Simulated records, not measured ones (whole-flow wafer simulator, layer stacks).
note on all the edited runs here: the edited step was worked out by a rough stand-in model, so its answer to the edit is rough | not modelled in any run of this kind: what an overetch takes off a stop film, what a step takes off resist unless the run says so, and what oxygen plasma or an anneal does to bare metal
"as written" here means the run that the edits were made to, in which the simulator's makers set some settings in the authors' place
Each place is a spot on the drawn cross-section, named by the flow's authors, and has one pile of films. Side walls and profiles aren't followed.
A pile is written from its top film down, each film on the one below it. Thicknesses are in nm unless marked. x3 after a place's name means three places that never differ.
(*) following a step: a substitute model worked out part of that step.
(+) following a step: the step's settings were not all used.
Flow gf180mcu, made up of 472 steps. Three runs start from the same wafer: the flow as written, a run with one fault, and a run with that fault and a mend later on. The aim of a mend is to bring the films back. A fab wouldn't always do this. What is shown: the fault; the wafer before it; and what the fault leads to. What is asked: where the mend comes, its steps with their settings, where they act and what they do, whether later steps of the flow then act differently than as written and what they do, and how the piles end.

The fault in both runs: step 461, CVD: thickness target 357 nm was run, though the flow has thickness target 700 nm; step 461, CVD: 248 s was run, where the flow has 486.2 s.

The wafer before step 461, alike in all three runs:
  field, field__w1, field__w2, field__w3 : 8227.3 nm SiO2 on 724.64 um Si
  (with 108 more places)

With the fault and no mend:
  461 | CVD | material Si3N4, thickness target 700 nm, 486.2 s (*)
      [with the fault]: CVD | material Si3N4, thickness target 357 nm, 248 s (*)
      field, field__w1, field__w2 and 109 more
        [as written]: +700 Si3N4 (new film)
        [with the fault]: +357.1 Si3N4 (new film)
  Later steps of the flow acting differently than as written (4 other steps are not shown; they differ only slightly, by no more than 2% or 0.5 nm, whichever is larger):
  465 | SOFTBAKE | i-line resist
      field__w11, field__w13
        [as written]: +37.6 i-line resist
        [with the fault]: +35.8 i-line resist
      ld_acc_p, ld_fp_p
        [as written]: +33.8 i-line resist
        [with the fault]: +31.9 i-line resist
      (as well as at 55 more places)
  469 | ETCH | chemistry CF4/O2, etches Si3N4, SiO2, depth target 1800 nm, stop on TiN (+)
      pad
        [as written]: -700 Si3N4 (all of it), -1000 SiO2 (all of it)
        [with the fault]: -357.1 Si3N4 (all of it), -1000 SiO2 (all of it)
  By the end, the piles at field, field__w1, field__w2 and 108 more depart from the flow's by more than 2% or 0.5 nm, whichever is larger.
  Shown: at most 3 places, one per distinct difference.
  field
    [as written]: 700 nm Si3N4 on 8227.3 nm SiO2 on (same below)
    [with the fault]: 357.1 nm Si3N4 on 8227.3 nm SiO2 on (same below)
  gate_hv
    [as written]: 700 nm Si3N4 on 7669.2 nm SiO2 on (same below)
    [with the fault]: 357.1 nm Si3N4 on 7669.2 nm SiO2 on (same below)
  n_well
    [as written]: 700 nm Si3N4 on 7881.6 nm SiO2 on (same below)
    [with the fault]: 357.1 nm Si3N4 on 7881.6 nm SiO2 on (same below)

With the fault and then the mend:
  After step 461 comes the mend.
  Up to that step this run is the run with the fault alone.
  461a | CVD | material Si3N4, thickness target 343 nm, 238.2 s (*) (the flow's step 461, run once more with other settings)
      field, field__w1, field__w2 and 109 more
        +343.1 Si3N4
  Every later step of the flow that is run acts as written, at every place that is followed, to within 2% or 0.5 nm, whichever is larger.
  The piles end only slightly different from the flow's at the places that both follow, by no more than 2% or 0.5 nm, whichever is larger.
